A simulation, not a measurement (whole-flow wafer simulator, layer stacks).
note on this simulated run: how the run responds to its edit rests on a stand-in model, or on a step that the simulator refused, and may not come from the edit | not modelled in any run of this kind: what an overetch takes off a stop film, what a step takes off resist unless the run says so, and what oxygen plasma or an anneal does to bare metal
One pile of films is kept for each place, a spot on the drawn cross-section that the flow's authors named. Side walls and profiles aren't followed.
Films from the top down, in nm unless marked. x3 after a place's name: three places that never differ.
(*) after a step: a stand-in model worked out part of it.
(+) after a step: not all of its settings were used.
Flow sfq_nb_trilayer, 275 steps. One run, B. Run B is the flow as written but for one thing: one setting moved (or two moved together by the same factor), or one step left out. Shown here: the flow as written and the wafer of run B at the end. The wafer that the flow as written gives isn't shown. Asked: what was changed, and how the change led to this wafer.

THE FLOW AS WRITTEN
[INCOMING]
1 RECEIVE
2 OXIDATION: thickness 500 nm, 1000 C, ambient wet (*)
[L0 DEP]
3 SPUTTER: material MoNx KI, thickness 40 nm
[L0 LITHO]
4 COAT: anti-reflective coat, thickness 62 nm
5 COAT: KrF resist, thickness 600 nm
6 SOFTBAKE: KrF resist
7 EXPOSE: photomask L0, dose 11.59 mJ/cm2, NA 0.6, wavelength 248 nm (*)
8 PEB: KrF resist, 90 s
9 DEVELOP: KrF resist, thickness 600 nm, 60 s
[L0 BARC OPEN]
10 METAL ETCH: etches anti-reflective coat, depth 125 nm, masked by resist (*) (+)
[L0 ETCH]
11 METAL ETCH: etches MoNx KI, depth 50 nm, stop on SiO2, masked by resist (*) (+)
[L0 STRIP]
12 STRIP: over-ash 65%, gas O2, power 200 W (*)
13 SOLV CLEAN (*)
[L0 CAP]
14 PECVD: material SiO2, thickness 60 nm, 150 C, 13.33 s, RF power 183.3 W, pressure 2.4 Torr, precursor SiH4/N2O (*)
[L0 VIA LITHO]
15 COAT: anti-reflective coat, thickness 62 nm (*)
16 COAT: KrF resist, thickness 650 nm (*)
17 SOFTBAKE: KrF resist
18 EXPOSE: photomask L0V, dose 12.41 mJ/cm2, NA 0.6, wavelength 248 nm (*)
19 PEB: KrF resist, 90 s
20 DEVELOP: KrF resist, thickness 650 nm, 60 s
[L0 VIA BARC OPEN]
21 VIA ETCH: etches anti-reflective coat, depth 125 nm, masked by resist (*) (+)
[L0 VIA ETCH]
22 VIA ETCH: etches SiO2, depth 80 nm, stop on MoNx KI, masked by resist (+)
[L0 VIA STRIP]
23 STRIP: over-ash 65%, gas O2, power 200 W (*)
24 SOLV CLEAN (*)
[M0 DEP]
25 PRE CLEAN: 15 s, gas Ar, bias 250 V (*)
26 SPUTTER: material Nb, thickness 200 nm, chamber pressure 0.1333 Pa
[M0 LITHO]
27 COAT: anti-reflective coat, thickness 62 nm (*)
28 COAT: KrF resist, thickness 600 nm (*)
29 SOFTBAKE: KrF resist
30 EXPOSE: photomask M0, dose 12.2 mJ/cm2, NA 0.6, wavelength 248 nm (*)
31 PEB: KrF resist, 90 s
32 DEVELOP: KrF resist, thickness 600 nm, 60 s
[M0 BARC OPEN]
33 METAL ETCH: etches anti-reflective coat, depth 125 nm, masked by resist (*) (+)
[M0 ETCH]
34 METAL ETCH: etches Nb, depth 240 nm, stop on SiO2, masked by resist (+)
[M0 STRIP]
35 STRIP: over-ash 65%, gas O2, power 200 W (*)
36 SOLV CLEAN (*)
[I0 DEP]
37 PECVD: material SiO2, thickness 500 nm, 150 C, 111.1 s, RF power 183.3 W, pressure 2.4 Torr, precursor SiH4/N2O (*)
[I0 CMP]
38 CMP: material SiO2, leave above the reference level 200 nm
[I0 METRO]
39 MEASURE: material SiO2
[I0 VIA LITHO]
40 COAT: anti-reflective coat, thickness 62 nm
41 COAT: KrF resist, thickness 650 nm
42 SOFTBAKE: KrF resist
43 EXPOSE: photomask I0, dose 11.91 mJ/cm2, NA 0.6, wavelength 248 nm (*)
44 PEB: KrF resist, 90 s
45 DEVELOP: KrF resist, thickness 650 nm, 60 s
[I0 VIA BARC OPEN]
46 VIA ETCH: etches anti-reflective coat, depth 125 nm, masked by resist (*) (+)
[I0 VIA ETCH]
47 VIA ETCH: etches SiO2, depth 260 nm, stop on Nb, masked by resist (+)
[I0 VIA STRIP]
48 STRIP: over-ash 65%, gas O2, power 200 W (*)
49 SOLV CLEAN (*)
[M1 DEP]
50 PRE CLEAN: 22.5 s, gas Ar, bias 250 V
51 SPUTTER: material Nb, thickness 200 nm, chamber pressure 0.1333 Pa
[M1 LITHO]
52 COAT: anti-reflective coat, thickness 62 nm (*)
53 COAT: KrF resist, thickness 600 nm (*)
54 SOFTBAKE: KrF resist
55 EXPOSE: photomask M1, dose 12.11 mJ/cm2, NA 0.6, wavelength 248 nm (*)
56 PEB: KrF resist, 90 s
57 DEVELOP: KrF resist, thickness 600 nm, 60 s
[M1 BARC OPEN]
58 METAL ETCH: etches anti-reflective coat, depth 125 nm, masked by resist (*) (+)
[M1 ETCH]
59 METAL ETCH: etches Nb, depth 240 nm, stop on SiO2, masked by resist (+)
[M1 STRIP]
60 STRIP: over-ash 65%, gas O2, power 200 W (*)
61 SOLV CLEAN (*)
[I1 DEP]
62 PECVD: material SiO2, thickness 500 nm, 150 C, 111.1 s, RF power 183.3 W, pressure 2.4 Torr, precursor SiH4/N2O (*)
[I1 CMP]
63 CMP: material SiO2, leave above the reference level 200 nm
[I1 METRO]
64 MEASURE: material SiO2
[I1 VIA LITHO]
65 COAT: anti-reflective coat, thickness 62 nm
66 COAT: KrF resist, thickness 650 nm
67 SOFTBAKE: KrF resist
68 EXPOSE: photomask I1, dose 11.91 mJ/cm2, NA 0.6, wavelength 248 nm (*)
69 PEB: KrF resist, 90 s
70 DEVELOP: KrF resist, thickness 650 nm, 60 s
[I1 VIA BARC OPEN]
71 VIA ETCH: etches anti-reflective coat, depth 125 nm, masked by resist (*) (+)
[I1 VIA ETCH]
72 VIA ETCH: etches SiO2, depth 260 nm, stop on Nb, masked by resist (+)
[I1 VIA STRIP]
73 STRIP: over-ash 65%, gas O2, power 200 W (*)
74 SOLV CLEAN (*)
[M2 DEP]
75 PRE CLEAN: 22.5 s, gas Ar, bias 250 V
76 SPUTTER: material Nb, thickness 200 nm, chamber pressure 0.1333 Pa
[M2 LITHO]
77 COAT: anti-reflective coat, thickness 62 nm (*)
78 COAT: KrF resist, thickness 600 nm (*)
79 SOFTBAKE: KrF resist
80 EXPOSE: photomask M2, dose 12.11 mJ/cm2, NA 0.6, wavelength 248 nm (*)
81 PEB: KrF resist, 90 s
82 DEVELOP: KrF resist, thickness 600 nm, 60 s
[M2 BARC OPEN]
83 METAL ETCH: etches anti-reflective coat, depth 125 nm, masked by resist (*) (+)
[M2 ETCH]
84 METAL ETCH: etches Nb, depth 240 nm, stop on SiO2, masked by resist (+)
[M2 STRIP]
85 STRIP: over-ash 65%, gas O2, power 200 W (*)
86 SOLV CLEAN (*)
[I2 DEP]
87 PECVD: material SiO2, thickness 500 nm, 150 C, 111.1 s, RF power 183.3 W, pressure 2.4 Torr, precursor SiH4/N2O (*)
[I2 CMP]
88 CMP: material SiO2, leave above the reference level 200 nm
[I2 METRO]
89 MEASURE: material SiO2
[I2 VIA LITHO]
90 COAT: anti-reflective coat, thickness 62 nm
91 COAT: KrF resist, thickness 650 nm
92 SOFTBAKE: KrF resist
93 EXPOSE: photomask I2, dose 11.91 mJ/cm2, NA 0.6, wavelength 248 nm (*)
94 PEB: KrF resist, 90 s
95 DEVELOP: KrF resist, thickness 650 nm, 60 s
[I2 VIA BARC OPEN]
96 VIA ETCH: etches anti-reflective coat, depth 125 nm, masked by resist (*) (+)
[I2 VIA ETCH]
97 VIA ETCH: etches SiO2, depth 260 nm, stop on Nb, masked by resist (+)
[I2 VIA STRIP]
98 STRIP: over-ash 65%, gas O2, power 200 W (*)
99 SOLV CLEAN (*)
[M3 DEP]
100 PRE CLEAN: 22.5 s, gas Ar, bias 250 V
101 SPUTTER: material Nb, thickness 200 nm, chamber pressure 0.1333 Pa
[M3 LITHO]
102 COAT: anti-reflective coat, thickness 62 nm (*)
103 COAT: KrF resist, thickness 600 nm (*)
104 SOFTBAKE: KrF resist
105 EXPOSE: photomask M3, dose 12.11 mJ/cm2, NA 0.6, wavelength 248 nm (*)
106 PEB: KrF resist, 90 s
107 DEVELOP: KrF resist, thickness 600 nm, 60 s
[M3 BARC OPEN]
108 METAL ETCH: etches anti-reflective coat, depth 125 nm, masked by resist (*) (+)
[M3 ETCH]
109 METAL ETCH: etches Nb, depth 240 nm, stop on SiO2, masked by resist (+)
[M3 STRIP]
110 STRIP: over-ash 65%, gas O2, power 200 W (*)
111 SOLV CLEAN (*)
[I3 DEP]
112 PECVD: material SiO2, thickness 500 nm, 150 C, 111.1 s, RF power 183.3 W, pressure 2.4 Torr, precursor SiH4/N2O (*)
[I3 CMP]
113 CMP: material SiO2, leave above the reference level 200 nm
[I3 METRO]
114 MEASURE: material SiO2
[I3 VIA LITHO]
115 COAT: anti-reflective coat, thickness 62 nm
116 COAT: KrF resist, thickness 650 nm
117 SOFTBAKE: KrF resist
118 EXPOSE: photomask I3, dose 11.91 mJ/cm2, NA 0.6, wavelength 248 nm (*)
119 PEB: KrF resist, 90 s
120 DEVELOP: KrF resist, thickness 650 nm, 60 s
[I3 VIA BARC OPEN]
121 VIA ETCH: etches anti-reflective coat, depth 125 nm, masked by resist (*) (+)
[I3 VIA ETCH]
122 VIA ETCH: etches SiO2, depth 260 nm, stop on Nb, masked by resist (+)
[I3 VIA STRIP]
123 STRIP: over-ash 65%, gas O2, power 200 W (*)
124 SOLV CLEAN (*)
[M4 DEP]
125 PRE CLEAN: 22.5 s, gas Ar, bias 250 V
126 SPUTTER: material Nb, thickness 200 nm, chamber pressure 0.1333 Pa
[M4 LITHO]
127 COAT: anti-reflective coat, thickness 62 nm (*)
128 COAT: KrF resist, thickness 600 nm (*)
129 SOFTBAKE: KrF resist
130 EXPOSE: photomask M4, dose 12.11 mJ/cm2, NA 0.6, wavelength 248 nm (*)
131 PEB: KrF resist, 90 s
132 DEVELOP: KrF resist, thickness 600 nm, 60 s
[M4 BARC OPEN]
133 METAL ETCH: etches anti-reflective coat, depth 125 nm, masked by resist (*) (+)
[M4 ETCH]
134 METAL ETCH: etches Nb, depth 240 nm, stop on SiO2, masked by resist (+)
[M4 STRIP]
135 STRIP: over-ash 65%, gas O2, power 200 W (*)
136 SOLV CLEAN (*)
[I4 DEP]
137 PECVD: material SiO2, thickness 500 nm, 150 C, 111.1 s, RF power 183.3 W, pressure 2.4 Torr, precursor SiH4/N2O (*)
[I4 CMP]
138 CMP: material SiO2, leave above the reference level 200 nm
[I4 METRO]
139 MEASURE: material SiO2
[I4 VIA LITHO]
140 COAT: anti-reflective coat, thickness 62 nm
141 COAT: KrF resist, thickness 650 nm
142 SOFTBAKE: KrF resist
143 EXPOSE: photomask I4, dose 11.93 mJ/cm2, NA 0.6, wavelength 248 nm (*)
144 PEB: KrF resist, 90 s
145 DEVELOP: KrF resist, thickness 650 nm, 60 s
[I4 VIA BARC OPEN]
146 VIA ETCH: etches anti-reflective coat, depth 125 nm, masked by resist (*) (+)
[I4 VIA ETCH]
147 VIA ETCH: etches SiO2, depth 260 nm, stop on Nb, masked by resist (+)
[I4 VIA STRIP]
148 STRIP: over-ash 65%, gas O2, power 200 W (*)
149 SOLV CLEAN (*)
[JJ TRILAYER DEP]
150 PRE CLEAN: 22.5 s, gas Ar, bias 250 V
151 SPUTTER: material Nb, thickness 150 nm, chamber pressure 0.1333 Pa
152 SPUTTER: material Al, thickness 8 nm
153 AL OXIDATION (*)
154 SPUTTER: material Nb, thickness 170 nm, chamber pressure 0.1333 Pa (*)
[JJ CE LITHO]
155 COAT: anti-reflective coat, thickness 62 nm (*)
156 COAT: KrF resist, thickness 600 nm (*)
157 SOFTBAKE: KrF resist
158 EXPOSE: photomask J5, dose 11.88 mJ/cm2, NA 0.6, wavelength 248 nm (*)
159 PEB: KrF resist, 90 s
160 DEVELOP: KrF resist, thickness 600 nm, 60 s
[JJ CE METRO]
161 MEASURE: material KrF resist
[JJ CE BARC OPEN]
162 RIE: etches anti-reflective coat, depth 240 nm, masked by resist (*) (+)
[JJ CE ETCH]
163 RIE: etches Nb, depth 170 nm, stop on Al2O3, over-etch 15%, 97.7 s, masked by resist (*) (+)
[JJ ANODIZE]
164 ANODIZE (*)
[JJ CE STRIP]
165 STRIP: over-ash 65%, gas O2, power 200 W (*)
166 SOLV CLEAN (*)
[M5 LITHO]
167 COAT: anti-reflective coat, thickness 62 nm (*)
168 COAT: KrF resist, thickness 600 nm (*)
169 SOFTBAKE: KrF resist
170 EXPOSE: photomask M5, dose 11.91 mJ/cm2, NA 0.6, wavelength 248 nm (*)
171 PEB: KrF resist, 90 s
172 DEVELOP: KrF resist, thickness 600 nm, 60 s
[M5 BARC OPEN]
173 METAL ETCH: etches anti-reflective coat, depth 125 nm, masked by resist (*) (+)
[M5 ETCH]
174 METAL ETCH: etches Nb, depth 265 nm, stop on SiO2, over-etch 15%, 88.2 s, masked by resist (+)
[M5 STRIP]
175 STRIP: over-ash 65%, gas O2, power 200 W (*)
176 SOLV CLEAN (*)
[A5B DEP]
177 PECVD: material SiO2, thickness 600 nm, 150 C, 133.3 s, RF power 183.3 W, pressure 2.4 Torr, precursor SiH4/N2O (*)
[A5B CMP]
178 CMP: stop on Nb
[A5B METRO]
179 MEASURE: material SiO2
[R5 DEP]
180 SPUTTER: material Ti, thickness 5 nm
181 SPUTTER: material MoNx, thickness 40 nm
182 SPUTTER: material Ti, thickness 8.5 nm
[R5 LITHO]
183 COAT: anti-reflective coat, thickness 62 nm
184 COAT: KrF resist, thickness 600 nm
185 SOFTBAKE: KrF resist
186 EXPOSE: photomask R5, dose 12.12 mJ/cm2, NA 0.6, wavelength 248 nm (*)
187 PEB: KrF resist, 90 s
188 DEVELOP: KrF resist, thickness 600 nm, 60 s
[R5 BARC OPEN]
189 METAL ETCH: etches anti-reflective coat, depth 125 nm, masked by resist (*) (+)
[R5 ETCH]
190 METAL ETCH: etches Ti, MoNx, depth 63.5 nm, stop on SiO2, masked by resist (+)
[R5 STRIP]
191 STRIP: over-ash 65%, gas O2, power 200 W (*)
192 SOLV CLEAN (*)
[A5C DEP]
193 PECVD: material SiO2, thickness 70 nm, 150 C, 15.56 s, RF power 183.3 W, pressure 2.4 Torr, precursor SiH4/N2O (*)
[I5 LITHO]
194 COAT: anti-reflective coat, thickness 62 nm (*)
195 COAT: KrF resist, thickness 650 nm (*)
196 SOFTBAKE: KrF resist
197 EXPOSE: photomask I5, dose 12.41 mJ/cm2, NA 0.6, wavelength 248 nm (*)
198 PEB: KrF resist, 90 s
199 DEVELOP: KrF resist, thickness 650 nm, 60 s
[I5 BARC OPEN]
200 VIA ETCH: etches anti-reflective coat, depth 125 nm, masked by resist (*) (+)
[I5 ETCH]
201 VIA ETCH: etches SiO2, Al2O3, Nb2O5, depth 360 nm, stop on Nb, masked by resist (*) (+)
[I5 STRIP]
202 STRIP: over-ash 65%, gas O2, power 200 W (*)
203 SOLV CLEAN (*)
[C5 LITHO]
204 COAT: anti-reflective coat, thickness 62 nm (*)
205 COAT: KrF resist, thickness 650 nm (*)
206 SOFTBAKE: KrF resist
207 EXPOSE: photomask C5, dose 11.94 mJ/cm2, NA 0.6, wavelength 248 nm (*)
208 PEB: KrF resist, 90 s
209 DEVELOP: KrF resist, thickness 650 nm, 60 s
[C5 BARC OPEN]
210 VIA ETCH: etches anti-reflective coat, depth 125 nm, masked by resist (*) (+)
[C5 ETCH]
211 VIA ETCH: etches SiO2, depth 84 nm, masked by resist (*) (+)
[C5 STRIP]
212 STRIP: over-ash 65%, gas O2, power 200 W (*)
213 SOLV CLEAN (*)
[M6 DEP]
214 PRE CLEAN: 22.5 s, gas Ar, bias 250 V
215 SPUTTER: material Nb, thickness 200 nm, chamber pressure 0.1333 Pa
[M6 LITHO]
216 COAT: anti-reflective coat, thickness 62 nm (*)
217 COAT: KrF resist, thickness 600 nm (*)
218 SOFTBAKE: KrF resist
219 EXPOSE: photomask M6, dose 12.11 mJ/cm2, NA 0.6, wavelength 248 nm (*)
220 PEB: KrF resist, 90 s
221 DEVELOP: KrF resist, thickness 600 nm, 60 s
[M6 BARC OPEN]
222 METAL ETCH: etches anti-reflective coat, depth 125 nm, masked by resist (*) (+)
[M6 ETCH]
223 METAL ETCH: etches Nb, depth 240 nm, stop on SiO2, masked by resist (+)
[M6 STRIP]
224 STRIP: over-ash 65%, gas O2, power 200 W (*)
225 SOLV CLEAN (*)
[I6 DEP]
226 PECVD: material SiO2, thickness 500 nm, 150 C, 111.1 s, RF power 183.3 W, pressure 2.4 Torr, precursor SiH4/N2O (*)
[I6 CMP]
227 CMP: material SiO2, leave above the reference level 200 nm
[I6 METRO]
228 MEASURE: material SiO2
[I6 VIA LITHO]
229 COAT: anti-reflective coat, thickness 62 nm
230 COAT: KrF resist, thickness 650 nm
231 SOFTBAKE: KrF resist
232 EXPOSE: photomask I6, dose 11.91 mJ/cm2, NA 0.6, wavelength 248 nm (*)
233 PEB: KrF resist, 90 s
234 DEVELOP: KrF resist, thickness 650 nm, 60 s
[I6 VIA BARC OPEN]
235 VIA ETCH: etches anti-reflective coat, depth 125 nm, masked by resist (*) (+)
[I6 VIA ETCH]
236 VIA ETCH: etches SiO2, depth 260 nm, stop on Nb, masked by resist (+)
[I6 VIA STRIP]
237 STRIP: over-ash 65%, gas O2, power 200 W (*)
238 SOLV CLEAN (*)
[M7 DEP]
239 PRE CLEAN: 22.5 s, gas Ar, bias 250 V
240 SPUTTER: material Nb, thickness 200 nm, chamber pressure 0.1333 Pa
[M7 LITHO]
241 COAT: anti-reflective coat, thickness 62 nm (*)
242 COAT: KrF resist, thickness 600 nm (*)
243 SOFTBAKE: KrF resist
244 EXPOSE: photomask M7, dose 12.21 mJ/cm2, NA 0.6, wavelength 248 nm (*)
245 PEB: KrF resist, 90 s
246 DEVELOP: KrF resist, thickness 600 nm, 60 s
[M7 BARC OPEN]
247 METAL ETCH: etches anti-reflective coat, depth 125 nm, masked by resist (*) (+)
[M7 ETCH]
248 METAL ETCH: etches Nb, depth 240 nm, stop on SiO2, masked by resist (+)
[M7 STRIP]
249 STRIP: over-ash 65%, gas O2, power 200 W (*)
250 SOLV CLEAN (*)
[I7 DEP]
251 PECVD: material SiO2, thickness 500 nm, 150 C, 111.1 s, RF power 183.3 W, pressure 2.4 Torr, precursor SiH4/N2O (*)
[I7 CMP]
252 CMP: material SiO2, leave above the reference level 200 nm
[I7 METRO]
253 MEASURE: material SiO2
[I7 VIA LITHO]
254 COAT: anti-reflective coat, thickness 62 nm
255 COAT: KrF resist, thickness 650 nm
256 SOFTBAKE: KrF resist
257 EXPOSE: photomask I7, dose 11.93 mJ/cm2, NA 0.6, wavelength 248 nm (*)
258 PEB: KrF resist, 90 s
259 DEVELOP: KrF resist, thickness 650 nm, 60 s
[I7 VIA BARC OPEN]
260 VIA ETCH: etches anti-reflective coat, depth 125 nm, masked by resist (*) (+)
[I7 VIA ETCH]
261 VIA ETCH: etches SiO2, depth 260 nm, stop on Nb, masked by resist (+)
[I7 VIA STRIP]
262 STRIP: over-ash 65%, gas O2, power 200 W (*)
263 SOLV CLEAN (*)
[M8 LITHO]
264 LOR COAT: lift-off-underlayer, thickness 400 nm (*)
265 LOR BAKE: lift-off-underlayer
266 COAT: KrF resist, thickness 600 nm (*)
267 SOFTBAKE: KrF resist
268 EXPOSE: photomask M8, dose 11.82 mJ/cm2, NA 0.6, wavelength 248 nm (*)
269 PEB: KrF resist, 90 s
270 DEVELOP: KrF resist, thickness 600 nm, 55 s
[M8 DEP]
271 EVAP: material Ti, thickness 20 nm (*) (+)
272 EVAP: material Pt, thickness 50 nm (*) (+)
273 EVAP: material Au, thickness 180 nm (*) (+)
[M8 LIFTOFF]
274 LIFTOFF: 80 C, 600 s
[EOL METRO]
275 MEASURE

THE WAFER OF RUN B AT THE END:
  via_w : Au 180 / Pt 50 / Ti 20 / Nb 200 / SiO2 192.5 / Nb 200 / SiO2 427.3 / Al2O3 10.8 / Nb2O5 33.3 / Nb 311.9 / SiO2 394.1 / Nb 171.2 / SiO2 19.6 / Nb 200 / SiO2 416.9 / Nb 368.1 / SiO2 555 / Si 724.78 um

The cause: step 97, VIA ETCH: depth 172.7 nm was run, where the flow has depth 260 nm.

How the change led to this, step by step:
  97 VIA ETCH: etches SiO2, depth 260 nm, stop on Nb, masked by resist (+)
      via_w: SiO2 -172.7 (as written it would be: SiO2 -199.8 (all of it))
      field_l, v_sur, via_wl and 102 more: KrF resist -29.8 (as written it would be: KrF resist -44.8)
  98 STRIP: over-ash 65%, gas O2, power 200 W (*)
      field_l, v_sur, via_wl and 102 more: KrF resist -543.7 (all of it), anti-reflective coat -62 (all of it) (as written it would be: KrF resist -528.6 (all of it), anti-reflective coat -62 (all of it))
  100 PRE CLEAN: 22.5 s, gas Ar, bias 250 V
      via_w: SiO2 -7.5 (as written it would be: Nb -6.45)
  101 SPUTTER: material Nb, thickness 200 nm, chamber pressure 0.1333 Pa
      via_w: Nb +171.2 (new film) (as written it would be: Nb +165.5)
  102 COAT: anti-reflective coat, thickness 62 nm (*)
      via_wl, via_wr: anti-reflective coat +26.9 (new film) (as written it would be: anti-reflective coat +34.2 (new film))
      v_sur: anti-reflective coat +58.6 (new film) (as written it would be: anti-reflective coat +61.1 (new film))
      (and at 1 more place)
  103 COAT: KrF resist, thickness 600 nm (*)
      via_w: KrF resist +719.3 (new film) (as written it would be: KrF resist +737.9 (new film))
  110 STRIP: over-ash 65%, gas O2, power 200 W (*)
      v_sur: KrF resist -368 (all of it), anti-reflective coat -58.6 (all of it) (as written it would be: KrF resist -365.3 (all of it), anti-reflective coat -61.1 (all of it))
      via_wl: KrF resist -392.2 (all of it), anti-reflective coat -26.9 (all of it) (as written it would be: KrF resist -384.2 (all of it), anti-reflective coat -34.2 (all of it))
      (and at 2 more places)
  112 PECVD: material SiO2, thickness 500 nm, 150 C, 111.1 s, RF power 183.3 W, pressure 2.4 Torr, precursor SiH4/N2O (*)
      via_w: SiO2 +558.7 (new film) (as written it would be: SiO2 +615 (new film))
  113 CMP: material SiO2, leave above the reference level 200 nm
      via_w: SiO2 -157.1 (as written it would be: SiO2 -181.6)
Counting metal films that touch as one body, via_w has 6 bodies (between them, from the top down: SiO2 192.5; SiO2 427.3 / Al2O3 10.8 / Nb2O5 33.3; SiO2 394.1; SiO2 19.6; SiO2 416.9); the flow as written gives 5 bodies (between them, from the top down: SiO2 192.5; SiO2 427.3 / Al2O3 10.8 / Nb2O5 33.3; SiO2 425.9; SiO2 416.9).
